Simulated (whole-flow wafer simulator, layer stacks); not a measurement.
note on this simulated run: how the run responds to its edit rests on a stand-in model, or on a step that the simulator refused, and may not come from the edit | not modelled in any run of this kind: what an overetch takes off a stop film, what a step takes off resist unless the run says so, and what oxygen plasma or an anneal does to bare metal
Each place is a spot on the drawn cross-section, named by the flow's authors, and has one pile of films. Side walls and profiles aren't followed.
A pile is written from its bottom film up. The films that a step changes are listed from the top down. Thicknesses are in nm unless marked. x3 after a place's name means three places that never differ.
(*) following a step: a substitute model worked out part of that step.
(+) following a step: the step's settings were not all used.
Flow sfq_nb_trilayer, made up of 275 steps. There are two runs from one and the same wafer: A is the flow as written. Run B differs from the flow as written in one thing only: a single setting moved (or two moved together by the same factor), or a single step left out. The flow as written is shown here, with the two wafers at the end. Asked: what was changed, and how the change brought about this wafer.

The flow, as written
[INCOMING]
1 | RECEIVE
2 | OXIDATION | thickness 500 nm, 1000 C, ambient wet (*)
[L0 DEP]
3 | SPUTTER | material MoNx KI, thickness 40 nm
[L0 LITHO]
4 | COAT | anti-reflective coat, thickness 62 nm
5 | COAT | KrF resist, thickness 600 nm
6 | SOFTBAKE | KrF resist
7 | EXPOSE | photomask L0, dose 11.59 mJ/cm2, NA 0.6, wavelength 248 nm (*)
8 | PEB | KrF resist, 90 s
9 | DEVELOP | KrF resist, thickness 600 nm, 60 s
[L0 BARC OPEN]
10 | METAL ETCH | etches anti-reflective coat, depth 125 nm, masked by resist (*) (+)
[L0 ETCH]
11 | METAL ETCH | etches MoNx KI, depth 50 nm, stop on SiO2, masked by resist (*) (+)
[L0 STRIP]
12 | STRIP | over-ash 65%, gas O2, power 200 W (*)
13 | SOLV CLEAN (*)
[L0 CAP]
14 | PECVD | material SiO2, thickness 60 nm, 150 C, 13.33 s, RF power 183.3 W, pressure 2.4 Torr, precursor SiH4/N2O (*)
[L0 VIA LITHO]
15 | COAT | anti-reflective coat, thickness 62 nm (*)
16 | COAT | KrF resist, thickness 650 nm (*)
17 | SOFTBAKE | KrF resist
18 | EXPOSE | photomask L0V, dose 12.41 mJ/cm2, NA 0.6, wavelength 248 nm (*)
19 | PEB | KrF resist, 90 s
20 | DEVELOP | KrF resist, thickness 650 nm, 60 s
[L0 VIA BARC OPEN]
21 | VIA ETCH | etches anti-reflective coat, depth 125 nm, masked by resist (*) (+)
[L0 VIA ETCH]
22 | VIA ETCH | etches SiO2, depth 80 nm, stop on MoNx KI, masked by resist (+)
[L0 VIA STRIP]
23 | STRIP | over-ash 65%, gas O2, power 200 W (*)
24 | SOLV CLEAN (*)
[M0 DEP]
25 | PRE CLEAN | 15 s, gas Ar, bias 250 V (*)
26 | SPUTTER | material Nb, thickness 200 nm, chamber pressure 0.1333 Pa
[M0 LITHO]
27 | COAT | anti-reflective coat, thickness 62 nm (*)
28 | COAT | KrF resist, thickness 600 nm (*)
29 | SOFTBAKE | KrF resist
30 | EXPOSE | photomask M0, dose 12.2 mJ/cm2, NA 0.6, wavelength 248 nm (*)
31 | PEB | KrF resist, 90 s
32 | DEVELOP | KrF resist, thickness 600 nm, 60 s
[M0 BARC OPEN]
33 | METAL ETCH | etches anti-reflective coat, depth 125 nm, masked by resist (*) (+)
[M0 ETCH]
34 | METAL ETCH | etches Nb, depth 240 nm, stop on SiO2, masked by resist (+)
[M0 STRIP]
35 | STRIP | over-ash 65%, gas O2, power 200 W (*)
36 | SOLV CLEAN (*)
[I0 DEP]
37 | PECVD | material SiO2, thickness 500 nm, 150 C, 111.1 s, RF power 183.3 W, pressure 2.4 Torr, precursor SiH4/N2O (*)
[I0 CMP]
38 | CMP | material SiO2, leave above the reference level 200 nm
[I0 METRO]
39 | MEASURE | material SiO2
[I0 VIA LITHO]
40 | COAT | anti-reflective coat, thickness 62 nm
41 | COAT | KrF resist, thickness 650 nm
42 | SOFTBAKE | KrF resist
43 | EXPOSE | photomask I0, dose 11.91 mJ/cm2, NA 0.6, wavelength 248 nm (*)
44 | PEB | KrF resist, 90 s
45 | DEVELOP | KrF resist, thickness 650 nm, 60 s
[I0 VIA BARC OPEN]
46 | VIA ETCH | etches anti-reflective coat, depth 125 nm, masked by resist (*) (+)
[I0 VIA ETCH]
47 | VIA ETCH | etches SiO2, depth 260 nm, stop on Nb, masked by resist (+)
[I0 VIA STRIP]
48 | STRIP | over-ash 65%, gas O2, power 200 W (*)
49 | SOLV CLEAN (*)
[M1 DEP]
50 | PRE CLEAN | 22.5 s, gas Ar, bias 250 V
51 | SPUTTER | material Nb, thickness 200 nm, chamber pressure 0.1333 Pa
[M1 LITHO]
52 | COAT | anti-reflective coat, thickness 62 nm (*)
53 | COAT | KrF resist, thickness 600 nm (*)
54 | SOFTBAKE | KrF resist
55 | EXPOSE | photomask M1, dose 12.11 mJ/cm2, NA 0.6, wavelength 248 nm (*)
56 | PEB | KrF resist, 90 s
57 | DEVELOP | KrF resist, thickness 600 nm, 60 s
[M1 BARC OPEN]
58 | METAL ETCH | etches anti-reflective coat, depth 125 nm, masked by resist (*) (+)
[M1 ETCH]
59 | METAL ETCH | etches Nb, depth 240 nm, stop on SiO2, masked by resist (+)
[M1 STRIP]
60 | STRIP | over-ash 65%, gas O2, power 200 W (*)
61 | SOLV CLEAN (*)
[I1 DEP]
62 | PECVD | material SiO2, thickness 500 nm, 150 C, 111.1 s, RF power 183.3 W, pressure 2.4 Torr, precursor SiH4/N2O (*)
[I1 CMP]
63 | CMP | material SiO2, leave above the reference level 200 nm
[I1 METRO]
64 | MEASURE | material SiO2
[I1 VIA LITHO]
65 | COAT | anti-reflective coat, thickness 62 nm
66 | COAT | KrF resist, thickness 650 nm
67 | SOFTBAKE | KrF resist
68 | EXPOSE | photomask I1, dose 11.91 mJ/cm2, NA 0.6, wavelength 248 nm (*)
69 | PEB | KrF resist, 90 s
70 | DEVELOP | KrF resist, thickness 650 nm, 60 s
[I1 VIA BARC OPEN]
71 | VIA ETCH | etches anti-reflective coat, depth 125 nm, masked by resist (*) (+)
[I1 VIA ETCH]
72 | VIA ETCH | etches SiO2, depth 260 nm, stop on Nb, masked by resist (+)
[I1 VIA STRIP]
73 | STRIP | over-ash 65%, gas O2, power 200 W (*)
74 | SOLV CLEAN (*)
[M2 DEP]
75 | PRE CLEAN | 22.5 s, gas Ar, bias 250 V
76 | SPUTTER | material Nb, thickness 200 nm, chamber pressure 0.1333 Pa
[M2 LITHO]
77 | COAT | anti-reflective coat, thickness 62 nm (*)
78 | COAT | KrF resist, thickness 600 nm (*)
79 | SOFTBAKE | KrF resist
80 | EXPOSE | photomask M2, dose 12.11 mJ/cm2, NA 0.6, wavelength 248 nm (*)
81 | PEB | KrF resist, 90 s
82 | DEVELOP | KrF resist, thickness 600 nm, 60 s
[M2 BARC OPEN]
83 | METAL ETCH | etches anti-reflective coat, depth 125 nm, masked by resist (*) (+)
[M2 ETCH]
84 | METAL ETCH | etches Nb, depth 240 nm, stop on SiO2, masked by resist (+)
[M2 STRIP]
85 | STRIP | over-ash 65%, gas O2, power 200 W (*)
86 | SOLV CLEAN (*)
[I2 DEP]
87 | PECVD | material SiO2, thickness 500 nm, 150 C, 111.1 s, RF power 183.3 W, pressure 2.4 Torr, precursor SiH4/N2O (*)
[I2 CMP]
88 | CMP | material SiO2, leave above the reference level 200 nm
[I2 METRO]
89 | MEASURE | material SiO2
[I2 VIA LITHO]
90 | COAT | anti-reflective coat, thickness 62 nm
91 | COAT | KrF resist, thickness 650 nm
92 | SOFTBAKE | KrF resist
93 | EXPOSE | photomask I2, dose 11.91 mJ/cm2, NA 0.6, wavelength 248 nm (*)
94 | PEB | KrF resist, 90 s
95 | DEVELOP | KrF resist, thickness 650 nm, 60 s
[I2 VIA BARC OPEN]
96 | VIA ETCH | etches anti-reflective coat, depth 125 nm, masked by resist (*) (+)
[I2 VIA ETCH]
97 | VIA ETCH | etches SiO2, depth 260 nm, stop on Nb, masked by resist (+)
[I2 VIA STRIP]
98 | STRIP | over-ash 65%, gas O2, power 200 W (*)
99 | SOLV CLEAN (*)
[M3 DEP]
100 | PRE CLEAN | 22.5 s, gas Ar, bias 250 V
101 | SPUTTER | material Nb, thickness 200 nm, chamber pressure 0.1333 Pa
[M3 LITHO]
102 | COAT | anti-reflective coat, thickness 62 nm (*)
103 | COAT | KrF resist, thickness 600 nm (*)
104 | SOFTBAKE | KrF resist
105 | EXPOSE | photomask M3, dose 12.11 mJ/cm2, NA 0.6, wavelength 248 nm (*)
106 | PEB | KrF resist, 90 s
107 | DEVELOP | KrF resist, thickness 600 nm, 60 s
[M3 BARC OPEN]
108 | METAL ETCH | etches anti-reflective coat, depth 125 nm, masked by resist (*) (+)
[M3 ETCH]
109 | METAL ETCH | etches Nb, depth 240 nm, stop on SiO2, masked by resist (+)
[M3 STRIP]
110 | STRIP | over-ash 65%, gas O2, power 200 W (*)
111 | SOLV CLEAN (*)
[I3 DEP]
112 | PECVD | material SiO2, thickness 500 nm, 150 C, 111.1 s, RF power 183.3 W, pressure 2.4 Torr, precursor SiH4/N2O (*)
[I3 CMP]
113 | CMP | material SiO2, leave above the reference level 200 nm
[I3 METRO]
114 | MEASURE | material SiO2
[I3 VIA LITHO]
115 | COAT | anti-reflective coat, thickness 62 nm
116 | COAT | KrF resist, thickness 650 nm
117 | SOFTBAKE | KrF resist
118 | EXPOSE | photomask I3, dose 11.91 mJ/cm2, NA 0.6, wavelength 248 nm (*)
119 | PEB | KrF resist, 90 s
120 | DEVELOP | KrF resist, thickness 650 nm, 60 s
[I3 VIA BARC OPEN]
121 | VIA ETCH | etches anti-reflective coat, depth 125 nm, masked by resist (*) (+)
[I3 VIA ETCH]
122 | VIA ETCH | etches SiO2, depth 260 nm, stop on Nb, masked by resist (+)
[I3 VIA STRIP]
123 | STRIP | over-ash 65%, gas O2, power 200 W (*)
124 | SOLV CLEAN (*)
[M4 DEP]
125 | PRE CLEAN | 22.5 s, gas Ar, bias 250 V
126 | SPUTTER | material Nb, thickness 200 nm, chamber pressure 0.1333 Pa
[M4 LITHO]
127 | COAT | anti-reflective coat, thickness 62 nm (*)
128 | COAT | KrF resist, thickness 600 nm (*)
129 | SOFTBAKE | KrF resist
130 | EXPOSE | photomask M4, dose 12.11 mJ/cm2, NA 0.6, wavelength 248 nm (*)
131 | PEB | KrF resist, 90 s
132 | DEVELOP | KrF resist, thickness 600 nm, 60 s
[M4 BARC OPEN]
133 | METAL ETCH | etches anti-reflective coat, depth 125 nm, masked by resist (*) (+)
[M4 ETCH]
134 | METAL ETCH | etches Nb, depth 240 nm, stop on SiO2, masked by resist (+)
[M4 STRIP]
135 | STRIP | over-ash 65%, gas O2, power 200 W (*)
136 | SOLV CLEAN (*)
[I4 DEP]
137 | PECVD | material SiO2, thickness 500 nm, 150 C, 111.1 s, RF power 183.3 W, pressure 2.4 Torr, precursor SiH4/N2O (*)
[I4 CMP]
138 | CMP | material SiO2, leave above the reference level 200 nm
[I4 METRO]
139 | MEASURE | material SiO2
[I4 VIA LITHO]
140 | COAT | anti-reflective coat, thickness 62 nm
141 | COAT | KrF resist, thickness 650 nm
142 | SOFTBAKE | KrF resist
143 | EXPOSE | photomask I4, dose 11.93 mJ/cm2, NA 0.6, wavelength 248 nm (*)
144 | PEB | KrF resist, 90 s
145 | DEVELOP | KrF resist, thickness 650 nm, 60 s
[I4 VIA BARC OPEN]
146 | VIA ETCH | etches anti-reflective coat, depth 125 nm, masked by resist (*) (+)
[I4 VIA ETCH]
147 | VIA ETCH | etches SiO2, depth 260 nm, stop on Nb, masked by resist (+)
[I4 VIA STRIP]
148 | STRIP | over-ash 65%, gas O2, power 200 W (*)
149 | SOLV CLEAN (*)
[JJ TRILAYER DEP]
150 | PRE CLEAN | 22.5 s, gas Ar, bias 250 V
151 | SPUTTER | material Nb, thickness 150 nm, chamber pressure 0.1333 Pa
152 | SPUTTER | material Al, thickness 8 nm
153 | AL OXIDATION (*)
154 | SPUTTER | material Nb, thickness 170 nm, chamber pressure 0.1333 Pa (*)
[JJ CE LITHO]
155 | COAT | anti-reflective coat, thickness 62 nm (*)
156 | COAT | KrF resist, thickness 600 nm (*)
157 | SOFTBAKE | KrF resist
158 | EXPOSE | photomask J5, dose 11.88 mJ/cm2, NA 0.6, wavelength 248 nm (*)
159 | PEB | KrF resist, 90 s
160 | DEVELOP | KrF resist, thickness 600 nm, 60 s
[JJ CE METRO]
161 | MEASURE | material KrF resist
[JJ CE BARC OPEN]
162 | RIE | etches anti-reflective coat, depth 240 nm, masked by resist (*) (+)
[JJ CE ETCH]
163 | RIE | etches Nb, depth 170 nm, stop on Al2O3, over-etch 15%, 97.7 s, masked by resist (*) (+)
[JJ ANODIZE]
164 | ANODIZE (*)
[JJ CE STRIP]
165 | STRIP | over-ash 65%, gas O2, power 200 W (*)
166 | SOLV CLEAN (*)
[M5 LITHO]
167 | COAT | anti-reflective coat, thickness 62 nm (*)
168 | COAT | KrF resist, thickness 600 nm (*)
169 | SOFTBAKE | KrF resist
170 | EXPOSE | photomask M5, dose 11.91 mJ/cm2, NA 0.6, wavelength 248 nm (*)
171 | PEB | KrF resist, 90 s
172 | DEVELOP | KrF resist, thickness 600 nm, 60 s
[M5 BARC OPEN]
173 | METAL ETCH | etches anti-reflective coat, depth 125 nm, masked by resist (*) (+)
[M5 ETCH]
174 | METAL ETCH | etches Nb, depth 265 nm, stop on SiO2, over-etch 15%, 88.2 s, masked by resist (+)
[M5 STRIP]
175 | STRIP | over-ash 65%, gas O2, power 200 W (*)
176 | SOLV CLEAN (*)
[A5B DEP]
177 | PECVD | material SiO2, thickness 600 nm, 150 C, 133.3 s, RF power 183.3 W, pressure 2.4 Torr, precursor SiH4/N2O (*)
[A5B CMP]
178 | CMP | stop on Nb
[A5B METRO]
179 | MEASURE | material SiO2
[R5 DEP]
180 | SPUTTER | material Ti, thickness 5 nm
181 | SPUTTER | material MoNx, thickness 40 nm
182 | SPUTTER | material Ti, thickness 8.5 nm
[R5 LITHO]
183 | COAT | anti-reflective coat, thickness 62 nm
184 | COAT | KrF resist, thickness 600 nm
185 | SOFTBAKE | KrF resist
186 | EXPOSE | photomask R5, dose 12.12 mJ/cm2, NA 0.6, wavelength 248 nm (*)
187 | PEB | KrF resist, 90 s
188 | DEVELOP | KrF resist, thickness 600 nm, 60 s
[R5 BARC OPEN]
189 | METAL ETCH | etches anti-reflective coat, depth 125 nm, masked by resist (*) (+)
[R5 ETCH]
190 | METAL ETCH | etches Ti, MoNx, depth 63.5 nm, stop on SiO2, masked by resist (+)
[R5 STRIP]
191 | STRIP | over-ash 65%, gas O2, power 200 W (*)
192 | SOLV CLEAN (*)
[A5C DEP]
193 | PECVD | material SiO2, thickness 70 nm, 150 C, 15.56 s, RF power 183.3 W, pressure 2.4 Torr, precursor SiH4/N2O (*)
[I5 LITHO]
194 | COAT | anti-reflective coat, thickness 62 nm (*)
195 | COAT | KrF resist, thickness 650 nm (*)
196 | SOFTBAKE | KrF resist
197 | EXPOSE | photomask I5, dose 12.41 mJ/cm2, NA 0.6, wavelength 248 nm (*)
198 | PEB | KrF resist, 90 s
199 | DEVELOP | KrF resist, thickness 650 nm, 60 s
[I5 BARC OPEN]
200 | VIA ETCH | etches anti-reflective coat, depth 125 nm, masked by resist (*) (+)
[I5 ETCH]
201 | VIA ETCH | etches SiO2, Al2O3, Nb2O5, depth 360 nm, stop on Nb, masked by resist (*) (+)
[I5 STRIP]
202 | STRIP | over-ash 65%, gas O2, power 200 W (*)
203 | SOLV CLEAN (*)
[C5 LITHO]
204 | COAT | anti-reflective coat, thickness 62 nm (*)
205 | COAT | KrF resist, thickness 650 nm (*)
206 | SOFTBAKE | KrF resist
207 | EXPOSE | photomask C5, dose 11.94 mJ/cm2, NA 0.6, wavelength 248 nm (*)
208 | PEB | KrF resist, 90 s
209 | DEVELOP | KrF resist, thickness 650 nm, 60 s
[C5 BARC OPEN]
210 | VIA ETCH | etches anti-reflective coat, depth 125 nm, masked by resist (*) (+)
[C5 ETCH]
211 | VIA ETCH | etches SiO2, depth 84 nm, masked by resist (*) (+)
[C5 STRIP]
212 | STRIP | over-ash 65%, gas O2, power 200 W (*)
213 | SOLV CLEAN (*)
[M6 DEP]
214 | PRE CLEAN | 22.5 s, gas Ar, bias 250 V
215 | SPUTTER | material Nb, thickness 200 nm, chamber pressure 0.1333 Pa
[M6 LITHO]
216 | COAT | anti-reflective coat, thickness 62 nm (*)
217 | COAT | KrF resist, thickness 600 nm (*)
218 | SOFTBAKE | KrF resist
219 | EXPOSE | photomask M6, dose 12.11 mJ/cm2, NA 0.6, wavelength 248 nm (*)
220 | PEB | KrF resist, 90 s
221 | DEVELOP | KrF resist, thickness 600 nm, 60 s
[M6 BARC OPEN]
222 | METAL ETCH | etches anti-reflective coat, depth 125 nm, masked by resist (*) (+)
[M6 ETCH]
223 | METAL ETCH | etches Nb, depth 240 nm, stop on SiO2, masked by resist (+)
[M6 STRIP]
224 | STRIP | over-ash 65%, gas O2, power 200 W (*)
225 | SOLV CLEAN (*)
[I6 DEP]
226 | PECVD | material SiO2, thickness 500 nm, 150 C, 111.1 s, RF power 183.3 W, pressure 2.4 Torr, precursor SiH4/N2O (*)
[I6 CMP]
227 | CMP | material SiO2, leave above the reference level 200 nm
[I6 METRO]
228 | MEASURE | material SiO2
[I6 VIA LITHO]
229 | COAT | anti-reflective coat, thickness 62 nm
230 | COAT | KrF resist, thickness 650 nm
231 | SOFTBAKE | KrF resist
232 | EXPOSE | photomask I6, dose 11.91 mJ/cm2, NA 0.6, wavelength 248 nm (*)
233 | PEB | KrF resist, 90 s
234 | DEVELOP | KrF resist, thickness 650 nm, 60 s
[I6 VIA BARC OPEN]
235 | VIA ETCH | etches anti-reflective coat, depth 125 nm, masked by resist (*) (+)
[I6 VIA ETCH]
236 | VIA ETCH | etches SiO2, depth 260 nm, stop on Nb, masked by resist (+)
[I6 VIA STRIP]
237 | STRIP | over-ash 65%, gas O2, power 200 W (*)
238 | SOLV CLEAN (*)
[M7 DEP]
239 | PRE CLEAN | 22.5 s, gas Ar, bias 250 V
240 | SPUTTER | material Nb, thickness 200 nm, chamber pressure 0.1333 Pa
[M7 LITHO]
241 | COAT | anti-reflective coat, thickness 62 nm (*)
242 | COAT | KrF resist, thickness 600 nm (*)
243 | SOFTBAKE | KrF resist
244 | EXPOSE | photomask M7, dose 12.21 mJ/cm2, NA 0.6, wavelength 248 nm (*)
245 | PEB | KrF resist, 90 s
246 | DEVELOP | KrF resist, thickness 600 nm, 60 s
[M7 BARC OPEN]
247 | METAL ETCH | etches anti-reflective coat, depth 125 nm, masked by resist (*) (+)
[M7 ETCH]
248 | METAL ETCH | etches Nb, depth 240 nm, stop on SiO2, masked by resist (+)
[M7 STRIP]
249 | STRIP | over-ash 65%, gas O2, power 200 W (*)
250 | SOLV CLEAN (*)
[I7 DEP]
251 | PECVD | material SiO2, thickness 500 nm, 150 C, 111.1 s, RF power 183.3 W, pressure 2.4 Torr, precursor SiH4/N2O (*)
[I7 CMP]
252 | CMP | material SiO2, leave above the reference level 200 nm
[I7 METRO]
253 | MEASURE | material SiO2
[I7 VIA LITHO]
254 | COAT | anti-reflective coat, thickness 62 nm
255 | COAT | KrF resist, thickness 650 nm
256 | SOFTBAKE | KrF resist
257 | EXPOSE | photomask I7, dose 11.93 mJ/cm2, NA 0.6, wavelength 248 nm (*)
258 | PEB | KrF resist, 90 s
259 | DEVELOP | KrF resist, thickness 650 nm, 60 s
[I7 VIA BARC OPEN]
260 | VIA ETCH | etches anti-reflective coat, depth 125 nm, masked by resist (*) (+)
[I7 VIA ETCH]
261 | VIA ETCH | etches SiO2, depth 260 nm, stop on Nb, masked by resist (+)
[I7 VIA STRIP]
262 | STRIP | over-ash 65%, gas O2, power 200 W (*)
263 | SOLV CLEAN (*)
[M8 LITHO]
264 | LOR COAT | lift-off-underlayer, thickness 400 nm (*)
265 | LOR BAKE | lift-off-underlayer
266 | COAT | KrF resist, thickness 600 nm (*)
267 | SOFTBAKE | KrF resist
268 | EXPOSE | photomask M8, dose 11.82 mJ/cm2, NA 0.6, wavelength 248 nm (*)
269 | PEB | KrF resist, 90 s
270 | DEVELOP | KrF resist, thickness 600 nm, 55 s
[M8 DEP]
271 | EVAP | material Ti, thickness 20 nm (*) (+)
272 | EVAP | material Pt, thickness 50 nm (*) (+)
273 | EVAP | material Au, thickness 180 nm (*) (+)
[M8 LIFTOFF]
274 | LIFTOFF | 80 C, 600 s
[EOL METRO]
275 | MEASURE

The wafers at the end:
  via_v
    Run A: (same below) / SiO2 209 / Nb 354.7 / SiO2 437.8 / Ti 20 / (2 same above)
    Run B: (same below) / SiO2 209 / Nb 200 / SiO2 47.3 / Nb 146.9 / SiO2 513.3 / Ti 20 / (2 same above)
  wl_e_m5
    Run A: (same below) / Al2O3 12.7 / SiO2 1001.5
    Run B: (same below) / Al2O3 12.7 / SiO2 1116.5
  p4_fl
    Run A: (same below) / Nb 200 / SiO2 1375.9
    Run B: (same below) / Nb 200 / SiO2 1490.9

The reason: step 227, CMP: leave above the reference level 315 nm was run, though the flow has leave above the reference level 200 nm.

The path from the change to this, step by step:
  227 | CMP | material SiO2, leave above the reference level 200 nm
      field_l, p4_fl, p4_fm and 59 more: A -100 SiO2 | B nothing
      moat, field_r, lsp_l, ln_m5, lsp_m: A -93.6 SiO2 | B nothing
      (as well as at 39 more places)
  229 | COAT | anti-reflective coat, thickness 62 nm
      wl_a_sr, wl_c_sl, m0r_space_r, m7r_space_r: A +62 anti-reflective coat (new film) | B +64.2 anti-reflective coat (new film)
      wl_f_sr, m0r_space_l, m7r_space_l: A +62 anti-reflective coat (new film) | B +64.1 anti-reflective coat (new film)
      (as well as at 25 more places)
  236 | VIA ETCH | etches SiO2, depth 260 nm, stop on Nb, masked by resist (+)
      via_v: A -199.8 SiO2 (all of it) | B -260 SiO2
  237 | STRIP | over-ash 65%, gas O2, power 200 W (*)
      wl_c_sr, wl_f_sl: A -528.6 KrF resist (all of it), -62 anti-reflective coat (all of it) | B -530.5 KrF resist (all of it), -64 anti-reflective coat (all of it)
      m0r_space_l, m7r_space_l: A -528.6 KrF resist (all of it), -62 anti-reflective coat (all of it) | B -530.8 KrF resist (all of it), -64.1 anti-reflective coat (all of it)
      (as well as at 28 more places)
  239 | PRE CLEAN | 22.5 s, gas Ar, bias 250 V
      via_v: A -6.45 Nb | B -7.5 SiO2
  240 | SPUTTER | material Nb, thickness 200 nm, chamber pressure 0.1333 Pa
      via_v: A +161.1 Nb | B +146.9 Nb (new film)
  241 | COAT | anti-reflective coat, thickness 62 nm (*)
      wl_c_sl, wl_c_sr, wl_f_sl, wl_f_sr, m0r_space_r, m7r_space_r: A +62 anti-reflective coat (new film) | B +63.9 anti-reflective coat (new film)
      r_sur, res: A +61.7 anti-reflective coat (new film) | B +60.4 anti-reflective coat (new film)
      (as well as at 31 more places)
  242 | COAT | KrF resist, thickness 600 nm (*)
      via_v: A +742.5 KrF resist (new film) | B +799 KrF resist (new film)
  247 | METAL ETCH | etches anti-reflective coat, depth 125 nm, masked by resist (*) (+)
      wl_c_sl, wl_c_sr, m0r_space_r, m7r_space_r: A -62 anti-reflective coat (all of it) | B -63.9 anti-reflective coat (all of it)
      m0r_space_l, m7r_space_l: A -62 anti-reflective coat (all of it) | B -64 anti-reflective coat (all of it)
      (as well as at 11 more places)
  249 | STRIP | over-ash 65%, gas O2, power 200 W (*)
      v_sur: A -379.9 KrF resist (all of it), -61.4 anti-reflective coat (all of it) | B -374.6 KrF resist (all of it), -57.4 anti-reflective coat (all of it)
      via_wl: A -379.3 KrF resist (all of it), -61.3 anti-reflective coat (all of it) | B -372.5 KrF resist (all of it), -59.7 anti-reflective coat (all of it)
      (as well as at 21 more places)
  251 | PECVD | material SiO2, thickness 500 nm, 150 C, 111.1 s, RF power 183.3 W, pressure 2.4 Torr, precursor SiH4/N2O (*)
      via_v: A +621 SiO2 (new film) | B +670.3 SiO2 (new film)
  252 | CMP | material SiO2, leave above the reference level 200 nm
      field_l, p4_fl, p4_fm and 46 more: A -100 SiO2 | B -85 SiO2
      wl_a_sr, wl_b_sl, wl_b_m5 and 8 more: A -300 SiO2 | B -285 SiO2
      (as well as at 11 more places)
If metal films that touch count as one body, via_v has 7 bodies (between them, from the top down: SiO2 513.3; SiO2 47.3; SiO2 209 / Al2O3 12.7 / Nb2O5 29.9; SiO2 425.9; SiO2 416.9; SiO2 192.5); the flow as written gives 6 bodies (between them, from the top down: SiO2 437.8; SiO2 209 / Al2O3 12.7 / Nb2O5 29.9; SiO2 425.9; SiO2 416.9; SiO2 192.5).
